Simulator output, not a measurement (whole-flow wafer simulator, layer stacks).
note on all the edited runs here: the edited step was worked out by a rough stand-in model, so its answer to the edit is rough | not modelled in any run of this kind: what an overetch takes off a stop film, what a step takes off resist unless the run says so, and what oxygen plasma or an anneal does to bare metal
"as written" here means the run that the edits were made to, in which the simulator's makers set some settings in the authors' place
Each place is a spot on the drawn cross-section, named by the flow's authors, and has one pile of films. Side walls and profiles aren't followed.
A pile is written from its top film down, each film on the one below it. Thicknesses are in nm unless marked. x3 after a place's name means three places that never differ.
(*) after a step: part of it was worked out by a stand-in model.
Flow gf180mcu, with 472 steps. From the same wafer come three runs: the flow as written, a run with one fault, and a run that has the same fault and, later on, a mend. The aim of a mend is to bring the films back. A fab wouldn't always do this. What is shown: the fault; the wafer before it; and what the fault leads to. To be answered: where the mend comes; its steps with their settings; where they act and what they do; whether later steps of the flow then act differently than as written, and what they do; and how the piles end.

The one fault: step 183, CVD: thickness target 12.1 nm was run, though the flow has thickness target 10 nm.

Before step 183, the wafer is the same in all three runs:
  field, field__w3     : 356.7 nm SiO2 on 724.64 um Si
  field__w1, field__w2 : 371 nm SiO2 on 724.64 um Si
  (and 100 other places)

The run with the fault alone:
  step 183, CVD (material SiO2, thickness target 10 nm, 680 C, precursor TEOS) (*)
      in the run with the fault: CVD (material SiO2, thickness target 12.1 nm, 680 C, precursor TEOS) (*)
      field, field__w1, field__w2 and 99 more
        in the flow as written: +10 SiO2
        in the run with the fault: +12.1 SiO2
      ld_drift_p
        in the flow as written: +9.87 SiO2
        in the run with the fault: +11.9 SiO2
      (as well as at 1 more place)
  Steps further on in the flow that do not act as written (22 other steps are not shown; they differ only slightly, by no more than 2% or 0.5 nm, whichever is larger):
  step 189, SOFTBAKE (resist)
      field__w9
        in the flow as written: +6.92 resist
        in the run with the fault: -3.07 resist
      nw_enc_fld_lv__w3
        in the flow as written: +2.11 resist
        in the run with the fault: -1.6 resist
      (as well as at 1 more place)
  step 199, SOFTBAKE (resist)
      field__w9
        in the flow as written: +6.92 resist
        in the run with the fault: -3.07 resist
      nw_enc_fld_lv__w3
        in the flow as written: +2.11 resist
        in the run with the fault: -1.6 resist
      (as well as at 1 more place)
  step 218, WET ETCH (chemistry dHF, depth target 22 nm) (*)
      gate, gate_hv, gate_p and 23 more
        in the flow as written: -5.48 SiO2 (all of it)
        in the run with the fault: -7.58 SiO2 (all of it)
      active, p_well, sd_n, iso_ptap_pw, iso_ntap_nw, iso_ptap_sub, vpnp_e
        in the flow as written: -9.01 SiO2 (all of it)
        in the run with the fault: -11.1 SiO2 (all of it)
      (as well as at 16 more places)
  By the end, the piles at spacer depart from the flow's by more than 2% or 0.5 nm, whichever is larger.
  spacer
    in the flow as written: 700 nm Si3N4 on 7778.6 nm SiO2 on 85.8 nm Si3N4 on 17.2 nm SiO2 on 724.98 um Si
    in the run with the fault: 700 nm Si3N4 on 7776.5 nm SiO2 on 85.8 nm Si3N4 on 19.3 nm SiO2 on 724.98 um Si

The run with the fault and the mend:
  The mend stands after step 183.
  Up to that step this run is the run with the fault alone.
  step 183a, WET ETCH (chemistry dHF, depth target 2.1 nm, 25 C, dilution 100:1) (a further turn of the flow's step 17, with different settings)
      field, field__w1, field__w2 and 101 more
        -2.1 SiO2
  Every later step of the flow that is run acts as written, at every place that is followed, to within 2% or 0.5 nm, whichever is larger.
  When the end is reached, the piles differ only a little from the flow's at the places that both follow, at most by 2% or 0.5 nm, whichever is larger.
